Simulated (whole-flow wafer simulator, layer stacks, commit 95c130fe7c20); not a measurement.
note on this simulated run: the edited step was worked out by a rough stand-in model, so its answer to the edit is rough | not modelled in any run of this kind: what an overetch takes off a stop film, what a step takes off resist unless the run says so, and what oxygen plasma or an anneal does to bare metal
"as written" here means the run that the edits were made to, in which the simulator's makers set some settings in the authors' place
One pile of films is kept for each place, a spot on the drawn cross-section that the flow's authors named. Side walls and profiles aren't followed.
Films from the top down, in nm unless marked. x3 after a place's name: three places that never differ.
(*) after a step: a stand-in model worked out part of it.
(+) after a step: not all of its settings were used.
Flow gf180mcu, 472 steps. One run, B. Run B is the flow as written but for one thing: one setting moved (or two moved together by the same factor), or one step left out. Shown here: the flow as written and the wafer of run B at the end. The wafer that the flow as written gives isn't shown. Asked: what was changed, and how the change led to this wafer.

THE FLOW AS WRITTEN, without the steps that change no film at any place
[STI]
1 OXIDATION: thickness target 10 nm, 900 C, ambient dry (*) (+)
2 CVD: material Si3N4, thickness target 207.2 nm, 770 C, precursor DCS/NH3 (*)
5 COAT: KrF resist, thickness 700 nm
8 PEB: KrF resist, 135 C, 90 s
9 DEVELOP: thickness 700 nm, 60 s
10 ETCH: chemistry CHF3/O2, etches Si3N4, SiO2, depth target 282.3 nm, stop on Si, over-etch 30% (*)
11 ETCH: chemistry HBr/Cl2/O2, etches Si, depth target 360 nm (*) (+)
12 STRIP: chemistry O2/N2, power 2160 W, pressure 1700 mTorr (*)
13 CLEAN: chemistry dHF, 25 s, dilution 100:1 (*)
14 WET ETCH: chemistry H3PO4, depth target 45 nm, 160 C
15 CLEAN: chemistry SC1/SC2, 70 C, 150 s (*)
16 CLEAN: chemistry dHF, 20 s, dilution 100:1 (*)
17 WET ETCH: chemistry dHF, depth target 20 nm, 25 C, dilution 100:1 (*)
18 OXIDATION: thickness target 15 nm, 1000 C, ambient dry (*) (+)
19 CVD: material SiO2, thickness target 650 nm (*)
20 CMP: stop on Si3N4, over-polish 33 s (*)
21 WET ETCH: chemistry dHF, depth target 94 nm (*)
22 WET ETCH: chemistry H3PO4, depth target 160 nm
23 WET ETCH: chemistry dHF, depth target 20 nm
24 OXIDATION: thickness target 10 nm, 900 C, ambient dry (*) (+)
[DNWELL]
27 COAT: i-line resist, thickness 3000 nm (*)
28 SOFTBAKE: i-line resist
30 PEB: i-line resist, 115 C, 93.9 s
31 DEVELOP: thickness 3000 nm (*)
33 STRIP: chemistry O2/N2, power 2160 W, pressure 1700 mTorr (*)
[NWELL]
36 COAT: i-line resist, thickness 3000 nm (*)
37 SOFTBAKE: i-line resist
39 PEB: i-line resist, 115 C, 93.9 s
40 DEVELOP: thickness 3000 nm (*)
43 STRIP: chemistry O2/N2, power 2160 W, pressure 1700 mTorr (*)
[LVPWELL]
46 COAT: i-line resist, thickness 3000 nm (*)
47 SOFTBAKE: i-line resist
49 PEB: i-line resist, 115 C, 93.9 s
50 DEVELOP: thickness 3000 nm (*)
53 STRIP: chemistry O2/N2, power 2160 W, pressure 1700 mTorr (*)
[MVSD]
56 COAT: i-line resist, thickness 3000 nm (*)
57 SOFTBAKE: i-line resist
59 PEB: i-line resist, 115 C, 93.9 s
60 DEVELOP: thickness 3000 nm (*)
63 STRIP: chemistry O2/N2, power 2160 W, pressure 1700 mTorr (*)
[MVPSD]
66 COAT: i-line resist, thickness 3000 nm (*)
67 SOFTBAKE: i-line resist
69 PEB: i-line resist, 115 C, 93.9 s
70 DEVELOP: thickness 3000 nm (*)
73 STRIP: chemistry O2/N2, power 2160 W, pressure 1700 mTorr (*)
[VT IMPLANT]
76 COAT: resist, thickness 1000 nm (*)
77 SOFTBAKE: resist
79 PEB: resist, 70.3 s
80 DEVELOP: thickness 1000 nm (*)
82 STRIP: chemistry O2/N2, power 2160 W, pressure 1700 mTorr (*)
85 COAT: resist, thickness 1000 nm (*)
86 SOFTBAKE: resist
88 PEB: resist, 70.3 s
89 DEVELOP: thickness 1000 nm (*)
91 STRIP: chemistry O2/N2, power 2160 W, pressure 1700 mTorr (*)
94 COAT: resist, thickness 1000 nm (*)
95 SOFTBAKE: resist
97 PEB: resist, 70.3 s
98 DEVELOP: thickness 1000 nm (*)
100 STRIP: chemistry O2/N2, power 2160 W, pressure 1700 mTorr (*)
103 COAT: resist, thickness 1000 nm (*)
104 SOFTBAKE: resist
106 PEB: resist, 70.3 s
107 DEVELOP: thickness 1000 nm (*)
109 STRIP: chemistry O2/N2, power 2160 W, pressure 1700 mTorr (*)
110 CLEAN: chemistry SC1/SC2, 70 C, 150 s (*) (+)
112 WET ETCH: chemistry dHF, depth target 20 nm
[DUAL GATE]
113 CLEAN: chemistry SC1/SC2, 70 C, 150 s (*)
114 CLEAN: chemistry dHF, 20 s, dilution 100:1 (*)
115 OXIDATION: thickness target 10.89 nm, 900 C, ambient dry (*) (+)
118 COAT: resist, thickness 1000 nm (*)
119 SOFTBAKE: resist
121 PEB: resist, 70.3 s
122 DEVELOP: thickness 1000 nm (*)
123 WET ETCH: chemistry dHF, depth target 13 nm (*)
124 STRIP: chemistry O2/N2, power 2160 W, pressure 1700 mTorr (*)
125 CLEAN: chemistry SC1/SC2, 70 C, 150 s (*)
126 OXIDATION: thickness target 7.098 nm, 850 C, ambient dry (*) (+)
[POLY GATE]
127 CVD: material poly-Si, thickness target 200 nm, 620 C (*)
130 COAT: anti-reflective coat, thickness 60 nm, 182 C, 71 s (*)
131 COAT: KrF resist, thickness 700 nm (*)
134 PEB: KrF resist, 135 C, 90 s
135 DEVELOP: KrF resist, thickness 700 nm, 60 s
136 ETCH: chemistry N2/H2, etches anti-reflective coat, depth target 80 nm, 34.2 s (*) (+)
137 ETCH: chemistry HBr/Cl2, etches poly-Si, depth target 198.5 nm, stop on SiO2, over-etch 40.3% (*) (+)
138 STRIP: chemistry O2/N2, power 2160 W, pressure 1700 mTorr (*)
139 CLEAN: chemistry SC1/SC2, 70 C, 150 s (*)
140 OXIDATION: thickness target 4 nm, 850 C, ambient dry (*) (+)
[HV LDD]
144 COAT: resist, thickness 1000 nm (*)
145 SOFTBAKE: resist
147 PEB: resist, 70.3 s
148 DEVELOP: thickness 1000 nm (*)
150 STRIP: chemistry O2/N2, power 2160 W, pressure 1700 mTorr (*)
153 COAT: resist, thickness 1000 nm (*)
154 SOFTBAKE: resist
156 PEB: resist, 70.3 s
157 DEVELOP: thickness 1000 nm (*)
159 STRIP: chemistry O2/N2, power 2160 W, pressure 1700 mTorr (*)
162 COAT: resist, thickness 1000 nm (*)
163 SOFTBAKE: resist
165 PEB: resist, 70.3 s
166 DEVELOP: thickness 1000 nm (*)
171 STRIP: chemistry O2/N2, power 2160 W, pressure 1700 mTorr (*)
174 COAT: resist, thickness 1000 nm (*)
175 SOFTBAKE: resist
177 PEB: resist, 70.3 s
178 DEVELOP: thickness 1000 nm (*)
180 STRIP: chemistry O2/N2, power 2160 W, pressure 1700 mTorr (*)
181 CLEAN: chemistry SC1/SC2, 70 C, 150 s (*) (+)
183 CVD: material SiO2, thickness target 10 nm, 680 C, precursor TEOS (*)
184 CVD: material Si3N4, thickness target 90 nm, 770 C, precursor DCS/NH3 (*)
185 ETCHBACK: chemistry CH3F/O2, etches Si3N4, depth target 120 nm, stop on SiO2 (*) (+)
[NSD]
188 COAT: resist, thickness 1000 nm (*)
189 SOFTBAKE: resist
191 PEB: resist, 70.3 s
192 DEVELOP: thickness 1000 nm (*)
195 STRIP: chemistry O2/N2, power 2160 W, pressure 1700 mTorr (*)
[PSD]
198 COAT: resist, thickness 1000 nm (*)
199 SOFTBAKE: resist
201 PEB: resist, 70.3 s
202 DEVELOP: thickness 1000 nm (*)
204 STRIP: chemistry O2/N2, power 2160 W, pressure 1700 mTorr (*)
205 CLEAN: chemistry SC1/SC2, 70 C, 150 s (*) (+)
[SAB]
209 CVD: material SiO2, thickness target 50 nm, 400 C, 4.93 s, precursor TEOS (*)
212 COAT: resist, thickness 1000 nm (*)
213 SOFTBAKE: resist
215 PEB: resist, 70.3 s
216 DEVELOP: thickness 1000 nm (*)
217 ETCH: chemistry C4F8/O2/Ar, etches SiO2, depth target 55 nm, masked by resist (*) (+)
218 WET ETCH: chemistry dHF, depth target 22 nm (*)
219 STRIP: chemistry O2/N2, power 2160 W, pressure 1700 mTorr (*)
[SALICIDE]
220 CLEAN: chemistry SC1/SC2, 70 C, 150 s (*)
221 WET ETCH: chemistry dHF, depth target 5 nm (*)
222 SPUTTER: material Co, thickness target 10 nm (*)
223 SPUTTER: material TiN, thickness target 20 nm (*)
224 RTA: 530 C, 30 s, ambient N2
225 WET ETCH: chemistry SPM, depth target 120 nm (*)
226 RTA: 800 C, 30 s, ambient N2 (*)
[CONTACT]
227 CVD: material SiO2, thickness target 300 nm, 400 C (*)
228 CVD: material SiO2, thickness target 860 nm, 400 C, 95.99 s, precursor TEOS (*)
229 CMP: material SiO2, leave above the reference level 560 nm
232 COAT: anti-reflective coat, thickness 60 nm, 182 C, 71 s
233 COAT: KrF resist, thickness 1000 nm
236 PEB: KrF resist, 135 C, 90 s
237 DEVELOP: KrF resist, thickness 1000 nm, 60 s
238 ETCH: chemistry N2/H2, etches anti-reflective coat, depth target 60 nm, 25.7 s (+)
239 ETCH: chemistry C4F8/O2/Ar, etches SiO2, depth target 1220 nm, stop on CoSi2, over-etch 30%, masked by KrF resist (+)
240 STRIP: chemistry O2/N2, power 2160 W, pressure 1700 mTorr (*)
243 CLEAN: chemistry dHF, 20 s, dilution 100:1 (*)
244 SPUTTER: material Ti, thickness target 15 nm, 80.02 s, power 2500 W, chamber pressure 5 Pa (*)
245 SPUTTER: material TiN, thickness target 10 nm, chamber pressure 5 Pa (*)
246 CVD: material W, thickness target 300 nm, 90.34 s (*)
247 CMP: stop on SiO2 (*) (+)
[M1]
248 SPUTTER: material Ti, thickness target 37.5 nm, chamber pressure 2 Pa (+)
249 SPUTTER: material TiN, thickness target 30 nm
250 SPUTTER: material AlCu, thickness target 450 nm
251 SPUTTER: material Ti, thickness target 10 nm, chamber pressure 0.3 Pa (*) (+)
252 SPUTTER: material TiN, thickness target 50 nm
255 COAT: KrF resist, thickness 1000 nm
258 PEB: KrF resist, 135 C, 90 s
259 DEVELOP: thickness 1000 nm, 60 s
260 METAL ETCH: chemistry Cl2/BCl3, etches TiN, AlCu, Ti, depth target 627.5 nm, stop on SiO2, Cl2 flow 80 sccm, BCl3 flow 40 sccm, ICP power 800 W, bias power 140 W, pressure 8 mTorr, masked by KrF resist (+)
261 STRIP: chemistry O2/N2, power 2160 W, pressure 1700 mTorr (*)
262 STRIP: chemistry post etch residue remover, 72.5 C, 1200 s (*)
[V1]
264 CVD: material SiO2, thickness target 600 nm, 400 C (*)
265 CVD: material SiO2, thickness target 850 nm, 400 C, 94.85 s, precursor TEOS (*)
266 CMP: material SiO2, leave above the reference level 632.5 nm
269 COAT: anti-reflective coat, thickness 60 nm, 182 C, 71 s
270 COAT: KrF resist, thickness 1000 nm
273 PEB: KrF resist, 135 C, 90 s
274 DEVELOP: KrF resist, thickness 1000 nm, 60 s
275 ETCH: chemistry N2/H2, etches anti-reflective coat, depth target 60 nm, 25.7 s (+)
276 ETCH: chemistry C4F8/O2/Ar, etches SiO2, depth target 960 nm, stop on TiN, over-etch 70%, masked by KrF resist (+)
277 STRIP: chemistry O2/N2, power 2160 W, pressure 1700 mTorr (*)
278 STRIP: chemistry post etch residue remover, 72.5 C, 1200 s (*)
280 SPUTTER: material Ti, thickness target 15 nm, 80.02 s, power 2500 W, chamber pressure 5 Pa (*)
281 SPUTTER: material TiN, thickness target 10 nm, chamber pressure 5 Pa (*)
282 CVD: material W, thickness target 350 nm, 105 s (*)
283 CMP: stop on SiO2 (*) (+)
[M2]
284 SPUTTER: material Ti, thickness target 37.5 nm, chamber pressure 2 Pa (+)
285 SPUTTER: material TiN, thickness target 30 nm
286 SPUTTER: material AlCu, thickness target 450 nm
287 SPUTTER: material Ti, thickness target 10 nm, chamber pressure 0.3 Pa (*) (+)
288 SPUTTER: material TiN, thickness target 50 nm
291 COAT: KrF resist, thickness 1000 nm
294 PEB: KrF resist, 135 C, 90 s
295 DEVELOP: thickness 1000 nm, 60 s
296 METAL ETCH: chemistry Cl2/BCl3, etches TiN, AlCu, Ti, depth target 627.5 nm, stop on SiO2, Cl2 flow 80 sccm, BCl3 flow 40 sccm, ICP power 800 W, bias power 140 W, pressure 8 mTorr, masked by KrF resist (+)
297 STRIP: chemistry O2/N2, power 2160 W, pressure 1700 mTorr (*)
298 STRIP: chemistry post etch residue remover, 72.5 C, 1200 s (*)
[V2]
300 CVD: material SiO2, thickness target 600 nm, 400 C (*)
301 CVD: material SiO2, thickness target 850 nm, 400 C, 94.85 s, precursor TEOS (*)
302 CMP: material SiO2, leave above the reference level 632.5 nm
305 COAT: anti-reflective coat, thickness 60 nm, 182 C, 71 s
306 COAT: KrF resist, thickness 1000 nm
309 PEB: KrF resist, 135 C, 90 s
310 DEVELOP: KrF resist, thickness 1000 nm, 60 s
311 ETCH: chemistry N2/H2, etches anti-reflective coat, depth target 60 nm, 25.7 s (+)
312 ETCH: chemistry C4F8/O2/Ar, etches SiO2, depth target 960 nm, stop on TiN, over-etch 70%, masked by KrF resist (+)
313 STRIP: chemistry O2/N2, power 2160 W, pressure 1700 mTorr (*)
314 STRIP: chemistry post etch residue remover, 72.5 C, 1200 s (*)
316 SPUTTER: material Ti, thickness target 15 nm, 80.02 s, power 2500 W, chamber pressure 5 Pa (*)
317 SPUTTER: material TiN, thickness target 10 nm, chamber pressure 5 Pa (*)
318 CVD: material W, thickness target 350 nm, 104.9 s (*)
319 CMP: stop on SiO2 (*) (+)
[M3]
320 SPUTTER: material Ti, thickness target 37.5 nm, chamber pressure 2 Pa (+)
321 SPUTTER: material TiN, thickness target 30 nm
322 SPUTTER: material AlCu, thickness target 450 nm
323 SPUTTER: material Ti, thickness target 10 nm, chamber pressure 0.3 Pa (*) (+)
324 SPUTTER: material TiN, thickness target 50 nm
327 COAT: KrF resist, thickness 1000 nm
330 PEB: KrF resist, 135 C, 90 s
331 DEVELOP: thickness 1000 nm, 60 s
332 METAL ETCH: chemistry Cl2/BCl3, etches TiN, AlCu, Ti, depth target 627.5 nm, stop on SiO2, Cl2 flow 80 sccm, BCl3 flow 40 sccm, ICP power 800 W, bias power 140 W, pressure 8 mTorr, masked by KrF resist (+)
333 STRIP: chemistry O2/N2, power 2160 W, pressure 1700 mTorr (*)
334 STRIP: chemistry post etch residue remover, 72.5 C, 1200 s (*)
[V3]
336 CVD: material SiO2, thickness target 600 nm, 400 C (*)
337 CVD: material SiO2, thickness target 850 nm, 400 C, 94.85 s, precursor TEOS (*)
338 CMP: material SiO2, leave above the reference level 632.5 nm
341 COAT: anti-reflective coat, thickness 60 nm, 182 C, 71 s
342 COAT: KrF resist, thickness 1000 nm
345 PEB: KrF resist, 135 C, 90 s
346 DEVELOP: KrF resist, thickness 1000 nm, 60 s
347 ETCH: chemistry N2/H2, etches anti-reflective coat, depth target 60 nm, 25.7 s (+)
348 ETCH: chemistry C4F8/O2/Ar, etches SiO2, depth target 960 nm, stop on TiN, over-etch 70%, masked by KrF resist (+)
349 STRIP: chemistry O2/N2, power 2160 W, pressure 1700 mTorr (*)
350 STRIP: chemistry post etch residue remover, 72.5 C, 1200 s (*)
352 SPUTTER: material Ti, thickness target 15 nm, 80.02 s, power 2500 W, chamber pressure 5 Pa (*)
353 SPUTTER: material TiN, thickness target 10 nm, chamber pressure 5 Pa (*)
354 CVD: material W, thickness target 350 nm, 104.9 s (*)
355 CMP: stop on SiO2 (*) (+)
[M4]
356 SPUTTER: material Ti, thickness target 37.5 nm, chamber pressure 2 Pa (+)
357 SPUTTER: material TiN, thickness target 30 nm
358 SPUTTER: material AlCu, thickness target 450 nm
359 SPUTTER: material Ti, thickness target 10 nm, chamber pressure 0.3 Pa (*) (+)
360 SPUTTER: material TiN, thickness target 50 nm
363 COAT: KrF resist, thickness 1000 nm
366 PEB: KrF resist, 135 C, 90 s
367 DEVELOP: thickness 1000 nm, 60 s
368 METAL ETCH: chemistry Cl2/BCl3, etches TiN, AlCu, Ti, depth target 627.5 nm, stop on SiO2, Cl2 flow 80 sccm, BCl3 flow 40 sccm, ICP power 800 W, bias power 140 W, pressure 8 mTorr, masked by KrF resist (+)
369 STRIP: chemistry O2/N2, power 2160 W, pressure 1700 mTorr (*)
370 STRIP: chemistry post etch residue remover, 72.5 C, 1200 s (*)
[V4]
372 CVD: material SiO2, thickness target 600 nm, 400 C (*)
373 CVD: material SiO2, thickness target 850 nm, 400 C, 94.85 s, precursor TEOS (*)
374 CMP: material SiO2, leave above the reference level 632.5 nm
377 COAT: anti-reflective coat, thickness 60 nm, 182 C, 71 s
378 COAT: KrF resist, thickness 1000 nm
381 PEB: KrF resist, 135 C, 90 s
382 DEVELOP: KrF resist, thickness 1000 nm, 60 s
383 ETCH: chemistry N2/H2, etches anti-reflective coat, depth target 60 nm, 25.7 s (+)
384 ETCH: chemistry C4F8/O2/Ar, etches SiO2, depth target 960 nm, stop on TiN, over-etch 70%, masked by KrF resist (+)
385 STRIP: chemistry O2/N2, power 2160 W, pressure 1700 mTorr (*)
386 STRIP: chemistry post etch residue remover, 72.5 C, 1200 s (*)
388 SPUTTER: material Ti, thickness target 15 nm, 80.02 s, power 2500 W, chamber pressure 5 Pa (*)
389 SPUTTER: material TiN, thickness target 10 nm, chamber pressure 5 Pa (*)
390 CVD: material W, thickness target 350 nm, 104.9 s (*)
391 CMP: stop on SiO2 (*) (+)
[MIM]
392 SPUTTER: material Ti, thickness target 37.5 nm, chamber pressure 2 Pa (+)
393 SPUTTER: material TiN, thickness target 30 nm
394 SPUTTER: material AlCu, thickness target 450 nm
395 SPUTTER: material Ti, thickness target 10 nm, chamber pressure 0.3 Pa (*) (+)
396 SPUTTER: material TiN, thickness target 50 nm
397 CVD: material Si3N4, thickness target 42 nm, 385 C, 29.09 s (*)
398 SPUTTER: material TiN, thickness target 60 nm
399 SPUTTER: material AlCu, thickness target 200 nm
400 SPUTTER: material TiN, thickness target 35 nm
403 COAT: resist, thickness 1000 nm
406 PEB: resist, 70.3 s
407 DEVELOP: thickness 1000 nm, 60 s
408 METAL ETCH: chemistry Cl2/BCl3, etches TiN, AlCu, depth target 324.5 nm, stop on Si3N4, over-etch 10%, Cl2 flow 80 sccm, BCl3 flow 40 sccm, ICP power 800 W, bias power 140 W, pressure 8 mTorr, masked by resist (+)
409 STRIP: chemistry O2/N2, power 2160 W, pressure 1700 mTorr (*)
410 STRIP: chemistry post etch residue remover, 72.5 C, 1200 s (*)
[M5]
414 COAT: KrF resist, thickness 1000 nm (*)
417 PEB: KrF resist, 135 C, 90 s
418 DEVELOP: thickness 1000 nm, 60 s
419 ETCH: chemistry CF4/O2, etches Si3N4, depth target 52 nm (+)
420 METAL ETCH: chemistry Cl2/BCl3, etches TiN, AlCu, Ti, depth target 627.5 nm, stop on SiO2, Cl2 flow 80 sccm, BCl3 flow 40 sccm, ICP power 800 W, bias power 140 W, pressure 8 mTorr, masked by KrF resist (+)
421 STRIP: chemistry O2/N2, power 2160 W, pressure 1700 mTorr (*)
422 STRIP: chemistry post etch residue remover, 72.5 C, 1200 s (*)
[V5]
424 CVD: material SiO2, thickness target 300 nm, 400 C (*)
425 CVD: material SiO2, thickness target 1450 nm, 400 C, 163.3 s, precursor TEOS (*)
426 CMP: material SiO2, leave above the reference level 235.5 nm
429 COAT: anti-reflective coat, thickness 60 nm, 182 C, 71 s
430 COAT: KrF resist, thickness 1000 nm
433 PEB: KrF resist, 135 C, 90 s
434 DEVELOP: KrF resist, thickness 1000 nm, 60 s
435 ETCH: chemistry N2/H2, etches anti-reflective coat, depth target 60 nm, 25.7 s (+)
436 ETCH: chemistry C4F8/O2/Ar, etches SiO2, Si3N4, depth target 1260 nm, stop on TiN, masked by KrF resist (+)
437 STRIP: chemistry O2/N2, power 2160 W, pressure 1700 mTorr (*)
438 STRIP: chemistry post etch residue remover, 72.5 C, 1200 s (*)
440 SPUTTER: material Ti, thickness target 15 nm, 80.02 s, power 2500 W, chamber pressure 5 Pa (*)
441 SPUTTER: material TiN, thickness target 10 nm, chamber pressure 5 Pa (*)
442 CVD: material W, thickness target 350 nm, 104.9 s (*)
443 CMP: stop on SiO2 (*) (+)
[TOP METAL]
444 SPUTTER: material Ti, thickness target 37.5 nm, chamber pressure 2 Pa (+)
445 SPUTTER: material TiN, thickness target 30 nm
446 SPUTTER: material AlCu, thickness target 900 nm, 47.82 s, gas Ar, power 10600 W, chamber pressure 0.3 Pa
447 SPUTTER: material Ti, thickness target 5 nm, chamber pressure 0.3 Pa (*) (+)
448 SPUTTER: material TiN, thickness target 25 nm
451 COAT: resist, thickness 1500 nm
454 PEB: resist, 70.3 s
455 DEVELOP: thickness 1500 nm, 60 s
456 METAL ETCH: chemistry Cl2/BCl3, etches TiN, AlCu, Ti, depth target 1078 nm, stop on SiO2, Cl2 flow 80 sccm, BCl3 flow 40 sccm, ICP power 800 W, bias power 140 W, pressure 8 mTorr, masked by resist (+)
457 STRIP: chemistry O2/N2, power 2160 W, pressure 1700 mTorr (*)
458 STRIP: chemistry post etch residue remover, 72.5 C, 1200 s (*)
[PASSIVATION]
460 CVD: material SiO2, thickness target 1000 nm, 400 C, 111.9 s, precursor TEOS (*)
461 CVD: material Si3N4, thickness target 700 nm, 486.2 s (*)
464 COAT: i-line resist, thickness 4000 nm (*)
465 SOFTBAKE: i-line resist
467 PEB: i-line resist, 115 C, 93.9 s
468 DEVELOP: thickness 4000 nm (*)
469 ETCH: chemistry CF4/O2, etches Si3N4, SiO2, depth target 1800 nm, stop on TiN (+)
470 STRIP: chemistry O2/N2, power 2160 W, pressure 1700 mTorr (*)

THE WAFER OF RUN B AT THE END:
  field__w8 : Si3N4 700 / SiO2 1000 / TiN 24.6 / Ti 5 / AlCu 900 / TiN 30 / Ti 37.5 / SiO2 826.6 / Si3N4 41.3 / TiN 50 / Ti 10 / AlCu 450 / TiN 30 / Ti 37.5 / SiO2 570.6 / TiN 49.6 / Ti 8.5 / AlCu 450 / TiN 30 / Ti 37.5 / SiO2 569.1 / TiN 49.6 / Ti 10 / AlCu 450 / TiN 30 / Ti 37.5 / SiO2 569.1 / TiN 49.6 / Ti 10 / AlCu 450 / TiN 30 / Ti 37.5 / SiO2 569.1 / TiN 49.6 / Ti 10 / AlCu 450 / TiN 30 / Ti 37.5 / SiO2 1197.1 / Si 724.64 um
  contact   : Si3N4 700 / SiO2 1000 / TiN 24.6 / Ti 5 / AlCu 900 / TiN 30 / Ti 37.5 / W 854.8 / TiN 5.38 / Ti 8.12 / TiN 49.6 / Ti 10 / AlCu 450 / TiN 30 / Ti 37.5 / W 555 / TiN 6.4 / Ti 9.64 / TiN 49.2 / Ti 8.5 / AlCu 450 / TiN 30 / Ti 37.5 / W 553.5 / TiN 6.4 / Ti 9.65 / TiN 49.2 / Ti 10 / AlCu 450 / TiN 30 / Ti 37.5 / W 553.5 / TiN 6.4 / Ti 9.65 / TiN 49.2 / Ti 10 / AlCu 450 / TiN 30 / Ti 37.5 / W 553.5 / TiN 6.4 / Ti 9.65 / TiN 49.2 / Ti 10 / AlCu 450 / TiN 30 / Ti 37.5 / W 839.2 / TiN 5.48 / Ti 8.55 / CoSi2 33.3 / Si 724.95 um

The cause: step 359, SPUTTER: thickness target 8.5 nm was run, where the flow has thickness target 10 nm.
It can be read off the wafer: field__w8 has Ti 8.5, and step 359 as written asks for 10 nm.

How the change led to this, step by step:
  359 SPUTTER: material Ti, thickness target 10 nm, chamber pressure 0.3 Pa (*) (+)
      field, field__w1, field__w2 and 108 more: Ti +8.5 (new film) (as written it would be: Ti +10 (new film))
  368 METAL ETCH: chemistry Cl2/BCl3, etches TiN, AlCu, Ti, depth target 627.5 nm, stop on SiO2, Cl2 flow 80 sccm, BCl3 flow 40 sccm, ICP power 800 W, bias power 140 W, pressure 8 mTorr, masked by KrF resist (+)
      field, field__w1, field__w2 and 103 more: TiN -50 (all of it), Ti -8.5 (all of it), AlCu -450 (all of it), TiN -30 (all of it), Ti -37.5 (all of it) (as written it would be: TiN -50 (all of it), Ti -10 (all of it), AlCu -450 (all of it), TiN -30 (all of it), Ti -37.5 (all of it))
